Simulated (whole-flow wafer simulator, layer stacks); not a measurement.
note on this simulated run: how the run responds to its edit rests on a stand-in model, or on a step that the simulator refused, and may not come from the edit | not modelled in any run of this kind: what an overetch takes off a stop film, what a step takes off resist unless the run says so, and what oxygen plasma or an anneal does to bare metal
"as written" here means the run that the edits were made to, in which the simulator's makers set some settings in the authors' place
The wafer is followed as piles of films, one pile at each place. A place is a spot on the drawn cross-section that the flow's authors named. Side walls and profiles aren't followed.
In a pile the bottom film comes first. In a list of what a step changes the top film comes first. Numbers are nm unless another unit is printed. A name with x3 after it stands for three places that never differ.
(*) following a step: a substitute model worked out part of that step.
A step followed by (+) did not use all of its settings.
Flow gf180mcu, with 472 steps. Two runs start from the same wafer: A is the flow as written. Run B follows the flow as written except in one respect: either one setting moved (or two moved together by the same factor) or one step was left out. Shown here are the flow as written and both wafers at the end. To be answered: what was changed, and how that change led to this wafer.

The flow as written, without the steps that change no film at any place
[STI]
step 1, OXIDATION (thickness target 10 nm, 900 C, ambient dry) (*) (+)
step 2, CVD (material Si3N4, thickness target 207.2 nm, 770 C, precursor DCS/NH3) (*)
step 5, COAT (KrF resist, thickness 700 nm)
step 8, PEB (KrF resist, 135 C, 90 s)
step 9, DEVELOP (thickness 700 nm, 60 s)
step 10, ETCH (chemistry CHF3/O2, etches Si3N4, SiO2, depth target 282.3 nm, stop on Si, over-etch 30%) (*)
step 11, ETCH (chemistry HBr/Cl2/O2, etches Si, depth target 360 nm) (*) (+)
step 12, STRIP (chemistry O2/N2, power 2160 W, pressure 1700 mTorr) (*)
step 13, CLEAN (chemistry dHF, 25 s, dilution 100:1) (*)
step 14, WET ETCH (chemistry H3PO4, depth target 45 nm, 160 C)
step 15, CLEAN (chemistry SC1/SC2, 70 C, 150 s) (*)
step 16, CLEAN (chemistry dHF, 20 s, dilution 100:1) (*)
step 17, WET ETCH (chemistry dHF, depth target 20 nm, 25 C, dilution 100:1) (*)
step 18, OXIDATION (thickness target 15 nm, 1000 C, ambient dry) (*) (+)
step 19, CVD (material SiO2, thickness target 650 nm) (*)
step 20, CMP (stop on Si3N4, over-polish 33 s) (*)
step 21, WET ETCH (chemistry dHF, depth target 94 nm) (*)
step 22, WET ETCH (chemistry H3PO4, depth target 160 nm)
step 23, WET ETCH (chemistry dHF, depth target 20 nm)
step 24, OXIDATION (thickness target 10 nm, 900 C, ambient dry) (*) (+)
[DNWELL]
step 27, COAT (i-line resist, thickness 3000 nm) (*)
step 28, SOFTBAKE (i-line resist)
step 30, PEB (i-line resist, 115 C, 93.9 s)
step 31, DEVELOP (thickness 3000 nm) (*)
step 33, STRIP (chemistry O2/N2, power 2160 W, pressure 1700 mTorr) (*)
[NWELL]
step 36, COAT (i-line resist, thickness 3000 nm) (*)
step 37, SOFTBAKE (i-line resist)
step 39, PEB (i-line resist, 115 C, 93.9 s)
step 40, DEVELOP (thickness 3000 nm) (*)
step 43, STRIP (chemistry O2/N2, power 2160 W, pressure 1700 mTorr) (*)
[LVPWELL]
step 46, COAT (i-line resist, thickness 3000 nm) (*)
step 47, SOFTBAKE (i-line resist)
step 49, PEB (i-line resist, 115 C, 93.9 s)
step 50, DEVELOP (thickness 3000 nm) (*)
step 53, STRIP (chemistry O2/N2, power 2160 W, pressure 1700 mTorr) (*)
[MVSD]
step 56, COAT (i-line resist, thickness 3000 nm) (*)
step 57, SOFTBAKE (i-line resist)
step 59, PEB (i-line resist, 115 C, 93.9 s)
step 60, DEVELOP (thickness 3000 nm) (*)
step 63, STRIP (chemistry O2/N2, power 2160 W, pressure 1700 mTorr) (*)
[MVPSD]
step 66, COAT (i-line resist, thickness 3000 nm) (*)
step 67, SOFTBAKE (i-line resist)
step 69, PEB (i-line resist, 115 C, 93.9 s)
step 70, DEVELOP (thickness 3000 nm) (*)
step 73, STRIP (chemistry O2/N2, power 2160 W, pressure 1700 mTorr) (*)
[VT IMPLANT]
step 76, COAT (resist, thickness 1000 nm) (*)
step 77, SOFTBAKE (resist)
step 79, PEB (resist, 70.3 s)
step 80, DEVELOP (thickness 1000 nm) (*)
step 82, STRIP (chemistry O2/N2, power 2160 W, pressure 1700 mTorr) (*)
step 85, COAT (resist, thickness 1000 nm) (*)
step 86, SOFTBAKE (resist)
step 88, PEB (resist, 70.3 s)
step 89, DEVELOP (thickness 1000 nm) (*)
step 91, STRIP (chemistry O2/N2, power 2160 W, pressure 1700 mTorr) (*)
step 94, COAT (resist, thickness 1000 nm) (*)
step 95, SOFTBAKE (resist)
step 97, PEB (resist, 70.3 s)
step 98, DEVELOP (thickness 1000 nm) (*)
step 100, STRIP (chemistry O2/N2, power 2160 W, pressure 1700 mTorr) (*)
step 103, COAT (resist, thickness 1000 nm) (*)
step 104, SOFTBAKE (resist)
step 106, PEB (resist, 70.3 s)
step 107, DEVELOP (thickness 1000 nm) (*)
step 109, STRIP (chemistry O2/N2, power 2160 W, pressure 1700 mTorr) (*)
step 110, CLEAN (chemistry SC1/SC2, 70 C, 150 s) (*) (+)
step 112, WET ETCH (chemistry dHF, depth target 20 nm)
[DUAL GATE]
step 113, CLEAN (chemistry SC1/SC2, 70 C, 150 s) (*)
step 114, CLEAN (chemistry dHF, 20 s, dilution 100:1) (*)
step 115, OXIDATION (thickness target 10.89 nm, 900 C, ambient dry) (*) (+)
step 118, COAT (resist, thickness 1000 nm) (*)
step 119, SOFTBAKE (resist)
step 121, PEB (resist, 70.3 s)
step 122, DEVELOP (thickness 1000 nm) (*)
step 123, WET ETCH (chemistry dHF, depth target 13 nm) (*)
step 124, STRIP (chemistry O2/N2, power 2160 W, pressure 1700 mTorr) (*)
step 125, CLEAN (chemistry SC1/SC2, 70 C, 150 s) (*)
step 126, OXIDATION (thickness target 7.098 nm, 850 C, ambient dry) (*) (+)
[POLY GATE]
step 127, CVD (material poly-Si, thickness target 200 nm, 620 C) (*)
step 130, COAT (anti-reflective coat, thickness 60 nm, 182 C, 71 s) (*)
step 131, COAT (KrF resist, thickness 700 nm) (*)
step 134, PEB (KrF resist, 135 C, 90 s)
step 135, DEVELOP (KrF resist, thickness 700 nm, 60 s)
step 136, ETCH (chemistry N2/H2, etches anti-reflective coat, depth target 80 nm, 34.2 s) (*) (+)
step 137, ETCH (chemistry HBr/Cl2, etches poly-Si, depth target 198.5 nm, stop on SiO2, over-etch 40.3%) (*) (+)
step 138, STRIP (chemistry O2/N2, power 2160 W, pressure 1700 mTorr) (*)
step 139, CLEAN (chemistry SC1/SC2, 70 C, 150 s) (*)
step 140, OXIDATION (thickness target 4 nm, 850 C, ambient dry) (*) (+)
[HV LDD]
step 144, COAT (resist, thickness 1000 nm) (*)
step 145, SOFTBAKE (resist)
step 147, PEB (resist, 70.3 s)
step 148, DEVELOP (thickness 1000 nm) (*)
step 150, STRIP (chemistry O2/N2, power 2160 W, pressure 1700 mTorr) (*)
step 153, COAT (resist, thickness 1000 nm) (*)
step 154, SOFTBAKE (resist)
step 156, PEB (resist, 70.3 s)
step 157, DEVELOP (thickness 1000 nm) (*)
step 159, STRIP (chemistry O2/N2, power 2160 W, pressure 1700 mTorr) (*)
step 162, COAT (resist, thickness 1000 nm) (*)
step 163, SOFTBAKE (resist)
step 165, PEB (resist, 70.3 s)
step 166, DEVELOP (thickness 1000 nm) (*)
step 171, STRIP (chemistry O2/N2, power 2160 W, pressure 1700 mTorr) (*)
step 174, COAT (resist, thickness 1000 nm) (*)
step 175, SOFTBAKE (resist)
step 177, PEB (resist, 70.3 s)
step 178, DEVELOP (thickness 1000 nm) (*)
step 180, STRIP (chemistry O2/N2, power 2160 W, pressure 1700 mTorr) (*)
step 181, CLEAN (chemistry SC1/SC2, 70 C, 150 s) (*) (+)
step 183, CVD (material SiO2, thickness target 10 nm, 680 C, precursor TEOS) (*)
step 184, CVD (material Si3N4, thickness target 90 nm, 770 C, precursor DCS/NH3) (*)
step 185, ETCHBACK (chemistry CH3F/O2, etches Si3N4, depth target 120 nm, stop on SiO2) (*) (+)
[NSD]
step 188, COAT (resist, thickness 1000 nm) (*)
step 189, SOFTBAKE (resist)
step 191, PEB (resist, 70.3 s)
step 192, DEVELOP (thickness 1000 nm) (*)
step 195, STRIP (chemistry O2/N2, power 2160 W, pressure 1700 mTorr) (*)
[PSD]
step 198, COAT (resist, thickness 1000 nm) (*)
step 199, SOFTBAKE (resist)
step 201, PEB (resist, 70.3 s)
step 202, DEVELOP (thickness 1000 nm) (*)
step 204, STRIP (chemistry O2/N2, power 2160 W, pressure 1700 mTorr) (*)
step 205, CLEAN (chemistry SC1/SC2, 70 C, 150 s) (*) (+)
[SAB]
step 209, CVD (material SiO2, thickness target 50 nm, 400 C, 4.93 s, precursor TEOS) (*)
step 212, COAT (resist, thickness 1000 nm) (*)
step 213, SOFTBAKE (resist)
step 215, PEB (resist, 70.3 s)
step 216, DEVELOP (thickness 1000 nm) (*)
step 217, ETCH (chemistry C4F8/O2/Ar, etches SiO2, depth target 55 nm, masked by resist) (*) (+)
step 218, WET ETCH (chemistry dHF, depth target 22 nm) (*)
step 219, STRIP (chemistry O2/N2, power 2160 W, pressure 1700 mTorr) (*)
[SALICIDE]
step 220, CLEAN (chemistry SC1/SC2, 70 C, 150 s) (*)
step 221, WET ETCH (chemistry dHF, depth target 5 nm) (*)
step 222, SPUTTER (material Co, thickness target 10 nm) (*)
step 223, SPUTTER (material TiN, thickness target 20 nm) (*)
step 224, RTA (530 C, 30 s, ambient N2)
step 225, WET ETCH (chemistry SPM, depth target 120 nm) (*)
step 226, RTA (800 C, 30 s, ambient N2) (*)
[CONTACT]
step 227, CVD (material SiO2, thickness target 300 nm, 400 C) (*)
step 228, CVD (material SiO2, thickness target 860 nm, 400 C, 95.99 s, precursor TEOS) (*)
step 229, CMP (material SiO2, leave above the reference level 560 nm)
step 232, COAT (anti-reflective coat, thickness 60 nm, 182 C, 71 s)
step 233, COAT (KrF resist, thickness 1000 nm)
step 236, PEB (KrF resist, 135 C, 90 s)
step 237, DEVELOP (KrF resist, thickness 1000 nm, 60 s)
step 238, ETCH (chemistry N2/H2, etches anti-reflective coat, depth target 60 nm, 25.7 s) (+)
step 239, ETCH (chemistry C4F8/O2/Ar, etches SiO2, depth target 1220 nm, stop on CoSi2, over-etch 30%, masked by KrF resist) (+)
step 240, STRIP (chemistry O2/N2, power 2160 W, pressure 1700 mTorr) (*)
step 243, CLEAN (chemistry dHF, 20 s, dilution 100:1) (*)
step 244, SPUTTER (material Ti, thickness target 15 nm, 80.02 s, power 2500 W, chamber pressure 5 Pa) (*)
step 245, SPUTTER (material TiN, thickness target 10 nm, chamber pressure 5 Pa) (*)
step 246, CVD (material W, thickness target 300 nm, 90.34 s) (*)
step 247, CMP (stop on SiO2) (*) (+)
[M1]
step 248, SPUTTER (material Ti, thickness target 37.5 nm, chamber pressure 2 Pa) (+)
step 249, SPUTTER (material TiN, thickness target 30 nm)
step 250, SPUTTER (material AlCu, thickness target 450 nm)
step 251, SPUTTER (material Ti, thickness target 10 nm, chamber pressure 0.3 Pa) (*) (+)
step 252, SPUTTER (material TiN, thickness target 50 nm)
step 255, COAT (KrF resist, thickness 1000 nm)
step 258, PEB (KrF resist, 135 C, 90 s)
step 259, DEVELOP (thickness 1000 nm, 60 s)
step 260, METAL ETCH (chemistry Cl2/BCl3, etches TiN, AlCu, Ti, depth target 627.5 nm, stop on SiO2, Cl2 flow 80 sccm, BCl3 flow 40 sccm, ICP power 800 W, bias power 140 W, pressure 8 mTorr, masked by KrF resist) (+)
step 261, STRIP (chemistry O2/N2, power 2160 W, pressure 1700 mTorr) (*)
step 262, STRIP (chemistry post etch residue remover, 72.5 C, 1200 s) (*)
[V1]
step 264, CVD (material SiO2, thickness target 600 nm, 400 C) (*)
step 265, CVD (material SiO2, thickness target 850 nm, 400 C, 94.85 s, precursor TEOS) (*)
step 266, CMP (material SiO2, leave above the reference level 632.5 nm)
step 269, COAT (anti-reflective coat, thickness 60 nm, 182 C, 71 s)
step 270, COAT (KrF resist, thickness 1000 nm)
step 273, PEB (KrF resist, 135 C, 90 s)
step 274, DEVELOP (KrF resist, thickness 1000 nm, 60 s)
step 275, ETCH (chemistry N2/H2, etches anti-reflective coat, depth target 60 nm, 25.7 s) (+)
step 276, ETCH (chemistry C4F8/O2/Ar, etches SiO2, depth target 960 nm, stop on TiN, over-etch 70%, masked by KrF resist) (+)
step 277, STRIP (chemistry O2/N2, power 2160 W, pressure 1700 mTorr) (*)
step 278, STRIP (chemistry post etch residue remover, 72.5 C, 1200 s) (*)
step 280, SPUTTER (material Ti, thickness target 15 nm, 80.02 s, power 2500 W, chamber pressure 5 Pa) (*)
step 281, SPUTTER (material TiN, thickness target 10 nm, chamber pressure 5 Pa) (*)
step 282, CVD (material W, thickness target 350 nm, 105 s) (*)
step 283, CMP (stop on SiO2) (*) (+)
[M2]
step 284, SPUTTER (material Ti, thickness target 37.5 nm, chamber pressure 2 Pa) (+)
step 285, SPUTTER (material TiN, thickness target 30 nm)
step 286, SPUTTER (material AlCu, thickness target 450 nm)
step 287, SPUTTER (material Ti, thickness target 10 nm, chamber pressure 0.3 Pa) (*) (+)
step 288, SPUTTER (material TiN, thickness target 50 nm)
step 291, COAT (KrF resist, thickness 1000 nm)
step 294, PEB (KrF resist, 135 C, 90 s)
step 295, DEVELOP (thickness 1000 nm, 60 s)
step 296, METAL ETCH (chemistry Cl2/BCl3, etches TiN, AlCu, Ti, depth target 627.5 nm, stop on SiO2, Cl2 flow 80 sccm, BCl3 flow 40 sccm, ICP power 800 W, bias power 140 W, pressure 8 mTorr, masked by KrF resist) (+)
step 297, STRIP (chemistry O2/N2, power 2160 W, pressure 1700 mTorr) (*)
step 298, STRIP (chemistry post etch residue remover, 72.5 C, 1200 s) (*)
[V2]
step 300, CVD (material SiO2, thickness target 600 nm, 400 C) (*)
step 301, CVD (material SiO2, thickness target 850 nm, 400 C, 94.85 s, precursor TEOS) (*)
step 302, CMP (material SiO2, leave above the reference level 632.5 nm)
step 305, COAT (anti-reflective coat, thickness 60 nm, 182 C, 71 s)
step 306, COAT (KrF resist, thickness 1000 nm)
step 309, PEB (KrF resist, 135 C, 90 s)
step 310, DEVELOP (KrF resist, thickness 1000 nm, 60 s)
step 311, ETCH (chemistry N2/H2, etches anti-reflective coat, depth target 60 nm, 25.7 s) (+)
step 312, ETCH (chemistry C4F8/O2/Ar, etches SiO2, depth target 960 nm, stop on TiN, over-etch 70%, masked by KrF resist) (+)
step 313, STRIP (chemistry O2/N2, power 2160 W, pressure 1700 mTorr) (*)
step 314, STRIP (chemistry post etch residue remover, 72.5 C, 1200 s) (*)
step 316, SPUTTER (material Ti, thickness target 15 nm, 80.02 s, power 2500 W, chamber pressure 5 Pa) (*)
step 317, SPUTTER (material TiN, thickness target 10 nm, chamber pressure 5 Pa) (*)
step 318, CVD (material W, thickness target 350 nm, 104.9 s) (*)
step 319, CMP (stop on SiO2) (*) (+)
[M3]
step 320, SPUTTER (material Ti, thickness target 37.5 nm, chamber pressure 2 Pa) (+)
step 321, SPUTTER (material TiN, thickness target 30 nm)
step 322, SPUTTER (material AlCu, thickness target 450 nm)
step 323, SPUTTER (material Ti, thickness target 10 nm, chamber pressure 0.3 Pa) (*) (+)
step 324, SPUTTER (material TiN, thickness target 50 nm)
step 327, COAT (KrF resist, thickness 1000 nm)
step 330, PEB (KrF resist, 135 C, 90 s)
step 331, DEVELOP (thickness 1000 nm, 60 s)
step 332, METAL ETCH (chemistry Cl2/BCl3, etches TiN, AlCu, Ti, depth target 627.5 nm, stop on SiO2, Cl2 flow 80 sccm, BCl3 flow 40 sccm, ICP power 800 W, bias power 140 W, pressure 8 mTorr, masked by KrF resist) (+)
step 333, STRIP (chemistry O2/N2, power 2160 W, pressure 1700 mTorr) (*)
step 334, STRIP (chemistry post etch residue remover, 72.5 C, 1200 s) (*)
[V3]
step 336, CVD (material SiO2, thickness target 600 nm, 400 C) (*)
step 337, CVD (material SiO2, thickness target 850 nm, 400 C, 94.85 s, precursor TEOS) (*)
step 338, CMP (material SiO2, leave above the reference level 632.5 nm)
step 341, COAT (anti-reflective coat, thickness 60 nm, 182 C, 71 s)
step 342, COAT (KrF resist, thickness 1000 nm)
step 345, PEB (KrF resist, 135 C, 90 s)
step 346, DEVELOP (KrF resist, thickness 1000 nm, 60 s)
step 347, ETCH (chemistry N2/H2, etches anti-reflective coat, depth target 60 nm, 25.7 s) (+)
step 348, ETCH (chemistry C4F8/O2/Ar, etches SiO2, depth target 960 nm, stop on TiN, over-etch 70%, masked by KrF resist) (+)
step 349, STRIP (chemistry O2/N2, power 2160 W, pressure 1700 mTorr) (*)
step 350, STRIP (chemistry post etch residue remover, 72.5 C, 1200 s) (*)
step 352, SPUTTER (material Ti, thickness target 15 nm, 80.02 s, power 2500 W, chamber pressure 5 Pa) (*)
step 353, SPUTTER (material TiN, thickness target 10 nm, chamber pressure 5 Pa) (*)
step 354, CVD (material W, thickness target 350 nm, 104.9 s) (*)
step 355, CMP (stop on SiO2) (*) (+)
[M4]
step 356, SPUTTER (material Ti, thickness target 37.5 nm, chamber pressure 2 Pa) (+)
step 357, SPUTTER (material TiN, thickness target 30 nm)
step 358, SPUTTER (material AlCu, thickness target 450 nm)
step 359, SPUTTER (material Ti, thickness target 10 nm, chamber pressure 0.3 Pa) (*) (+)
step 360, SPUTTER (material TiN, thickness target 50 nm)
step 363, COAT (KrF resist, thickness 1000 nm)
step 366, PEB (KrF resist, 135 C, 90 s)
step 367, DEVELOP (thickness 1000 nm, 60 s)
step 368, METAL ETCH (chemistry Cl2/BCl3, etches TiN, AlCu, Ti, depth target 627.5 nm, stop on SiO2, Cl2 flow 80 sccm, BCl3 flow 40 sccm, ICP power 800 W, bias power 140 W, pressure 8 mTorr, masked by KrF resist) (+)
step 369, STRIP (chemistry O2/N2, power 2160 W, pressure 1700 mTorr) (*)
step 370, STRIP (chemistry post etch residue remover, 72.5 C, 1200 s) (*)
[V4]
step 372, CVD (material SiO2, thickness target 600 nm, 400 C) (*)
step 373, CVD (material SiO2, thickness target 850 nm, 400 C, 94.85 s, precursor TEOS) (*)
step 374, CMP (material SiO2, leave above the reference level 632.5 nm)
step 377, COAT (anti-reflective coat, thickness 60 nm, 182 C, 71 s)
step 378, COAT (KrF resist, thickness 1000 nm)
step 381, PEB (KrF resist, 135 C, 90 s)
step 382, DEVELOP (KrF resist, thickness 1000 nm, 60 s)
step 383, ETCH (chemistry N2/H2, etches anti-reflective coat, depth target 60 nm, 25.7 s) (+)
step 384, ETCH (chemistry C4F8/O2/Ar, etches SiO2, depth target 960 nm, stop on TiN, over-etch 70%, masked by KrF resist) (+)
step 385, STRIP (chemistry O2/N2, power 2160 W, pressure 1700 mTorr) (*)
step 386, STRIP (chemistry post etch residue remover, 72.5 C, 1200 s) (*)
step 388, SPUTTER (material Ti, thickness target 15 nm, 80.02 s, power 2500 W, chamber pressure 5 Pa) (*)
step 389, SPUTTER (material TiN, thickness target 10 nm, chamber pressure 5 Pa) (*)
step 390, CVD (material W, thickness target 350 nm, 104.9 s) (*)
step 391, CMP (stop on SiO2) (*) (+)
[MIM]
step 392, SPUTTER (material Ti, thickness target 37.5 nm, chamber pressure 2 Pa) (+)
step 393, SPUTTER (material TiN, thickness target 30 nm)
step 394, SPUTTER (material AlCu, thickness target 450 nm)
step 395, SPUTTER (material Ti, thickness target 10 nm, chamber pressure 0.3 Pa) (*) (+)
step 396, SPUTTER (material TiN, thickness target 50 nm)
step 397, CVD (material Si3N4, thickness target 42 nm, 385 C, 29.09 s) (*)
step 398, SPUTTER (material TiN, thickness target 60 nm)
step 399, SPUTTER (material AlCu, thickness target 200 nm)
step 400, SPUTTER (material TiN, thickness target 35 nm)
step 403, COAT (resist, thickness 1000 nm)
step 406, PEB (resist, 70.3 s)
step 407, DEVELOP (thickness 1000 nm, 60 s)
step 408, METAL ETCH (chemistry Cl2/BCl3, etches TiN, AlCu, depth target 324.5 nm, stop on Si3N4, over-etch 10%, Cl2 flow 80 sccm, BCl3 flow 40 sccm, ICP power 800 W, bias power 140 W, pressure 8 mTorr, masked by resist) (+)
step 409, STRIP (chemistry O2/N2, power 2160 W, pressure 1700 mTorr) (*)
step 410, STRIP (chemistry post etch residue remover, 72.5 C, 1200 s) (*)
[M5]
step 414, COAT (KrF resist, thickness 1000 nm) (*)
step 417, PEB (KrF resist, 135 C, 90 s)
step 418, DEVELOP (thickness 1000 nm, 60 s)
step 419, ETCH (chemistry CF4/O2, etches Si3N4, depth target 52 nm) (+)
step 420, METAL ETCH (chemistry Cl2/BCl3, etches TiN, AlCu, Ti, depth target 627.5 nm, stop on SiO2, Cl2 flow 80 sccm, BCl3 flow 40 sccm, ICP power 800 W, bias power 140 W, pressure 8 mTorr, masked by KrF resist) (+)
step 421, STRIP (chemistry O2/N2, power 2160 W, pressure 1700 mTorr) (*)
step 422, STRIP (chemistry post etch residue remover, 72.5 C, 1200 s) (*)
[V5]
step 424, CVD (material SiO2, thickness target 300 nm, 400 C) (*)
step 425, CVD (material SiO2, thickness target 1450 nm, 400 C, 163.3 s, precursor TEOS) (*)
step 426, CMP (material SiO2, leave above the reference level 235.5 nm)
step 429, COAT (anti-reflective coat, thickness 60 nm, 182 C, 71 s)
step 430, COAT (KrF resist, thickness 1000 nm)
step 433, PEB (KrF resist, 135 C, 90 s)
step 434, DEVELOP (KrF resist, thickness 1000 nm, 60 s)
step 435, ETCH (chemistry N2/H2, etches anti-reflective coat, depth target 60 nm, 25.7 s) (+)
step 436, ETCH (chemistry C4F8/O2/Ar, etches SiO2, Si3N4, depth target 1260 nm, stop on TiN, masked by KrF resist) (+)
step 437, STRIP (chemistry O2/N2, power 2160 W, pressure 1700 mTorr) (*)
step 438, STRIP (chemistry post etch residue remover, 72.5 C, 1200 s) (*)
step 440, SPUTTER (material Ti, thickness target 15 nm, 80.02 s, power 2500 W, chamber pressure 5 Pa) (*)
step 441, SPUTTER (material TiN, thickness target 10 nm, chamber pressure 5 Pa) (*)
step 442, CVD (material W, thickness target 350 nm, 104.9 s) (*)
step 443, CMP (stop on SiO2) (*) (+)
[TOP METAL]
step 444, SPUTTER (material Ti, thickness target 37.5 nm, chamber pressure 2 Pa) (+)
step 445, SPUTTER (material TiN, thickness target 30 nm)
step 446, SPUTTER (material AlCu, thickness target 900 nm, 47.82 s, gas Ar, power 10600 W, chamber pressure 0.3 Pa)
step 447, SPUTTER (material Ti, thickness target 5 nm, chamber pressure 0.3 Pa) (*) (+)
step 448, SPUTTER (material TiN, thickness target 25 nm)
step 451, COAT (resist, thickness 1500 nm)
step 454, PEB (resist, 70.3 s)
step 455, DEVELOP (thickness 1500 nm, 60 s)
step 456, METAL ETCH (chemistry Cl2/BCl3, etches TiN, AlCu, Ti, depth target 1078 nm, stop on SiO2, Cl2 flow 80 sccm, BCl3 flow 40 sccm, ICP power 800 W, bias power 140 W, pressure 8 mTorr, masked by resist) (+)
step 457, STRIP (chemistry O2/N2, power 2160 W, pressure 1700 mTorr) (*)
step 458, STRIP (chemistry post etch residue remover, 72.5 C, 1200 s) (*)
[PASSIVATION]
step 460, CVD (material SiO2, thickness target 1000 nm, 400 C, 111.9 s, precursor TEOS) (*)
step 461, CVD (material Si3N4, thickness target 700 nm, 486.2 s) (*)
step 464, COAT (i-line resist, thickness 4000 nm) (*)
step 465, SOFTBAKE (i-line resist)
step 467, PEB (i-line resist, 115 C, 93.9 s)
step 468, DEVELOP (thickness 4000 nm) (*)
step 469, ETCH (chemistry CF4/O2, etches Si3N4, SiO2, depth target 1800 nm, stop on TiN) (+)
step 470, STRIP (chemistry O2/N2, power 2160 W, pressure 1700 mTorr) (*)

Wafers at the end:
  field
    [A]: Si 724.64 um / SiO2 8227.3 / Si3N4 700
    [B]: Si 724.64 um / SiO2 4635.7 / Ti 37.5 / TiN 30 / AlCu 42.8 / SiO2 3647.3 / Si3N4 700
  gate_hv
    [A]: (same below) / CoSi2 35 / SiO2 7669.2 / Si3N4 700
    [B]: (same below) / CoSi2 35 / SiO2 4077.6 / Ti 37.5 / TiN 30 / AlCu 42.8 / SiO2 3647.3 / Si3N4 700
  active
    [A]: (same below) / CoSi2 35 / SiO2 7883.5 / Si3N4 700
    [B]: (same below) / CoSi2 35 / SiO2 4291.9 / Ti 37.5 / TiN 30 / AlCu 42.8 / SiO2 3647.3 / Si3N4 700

Cause: step 358, SPUTTER: thickness target 616 nm was run, whereas the flow has thickness target 450 nm.

The path from the change to this, step by step:
  step 358, SPUTTER (material AlCu, thickness target 450 nm)
      field, field__w1, field__w2 and 108 more: A +450 AlCu (new film) | B +616 AlCu (new film)
  step 368, METAL ETCH (chemistry Cl2/BCl3, etches TiN, AlCu, Ti, depth target 627.5 nm, stop on SiO2, Cl2 flow 80 sccm, BCl3 flow 40 sccm, ICP power 800 W, bias power 140 W, pressure 8 mTorr, masked by KrF resist) (+)
      field, field__w1, field__w2 and 103 more: A -50 TiN (all of it), -10 Ti (all of it), -450 AlCu (all of it), -30 TiN (all of it), -37.5 Ti (all of it) | B -50 TiN (all of it), -10 Ti (all of it), -567.5 AlCu
  step 370, STRIP (chemistry post etch residue remover, 72.5 C, 1200 s) (*)
      field, field__w1, field__w2 and 103 more: A nothing | B -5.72 AlCu
  step 372, CVD (material SiO2, thickness target 600 nm, 400 C) (*)
      field, field__w1, field__w2 and 103 more: A +600 SiO2 | B +600 SiO2 (new film)
  step 374, CMP (material SiO2, leave above the reference level 632.5 nm)
      field, field__w1, field__w2 and 103 more: A -300 SiO2 | B -244.3 SiO2
With metal films that touch counted as one body, field has 1 body; the flow as written gives 0 bodies.
With metal films that touch counted as one body, gate_hv has 2 bodies (between them, from the top down: SiO2 4077.6); the flow as written gives 1 body.
With metal films that touch counted as one body, active has 2 bodies (between them, from the top down: SiO2 4291.9); the flow as written gives 1 body.
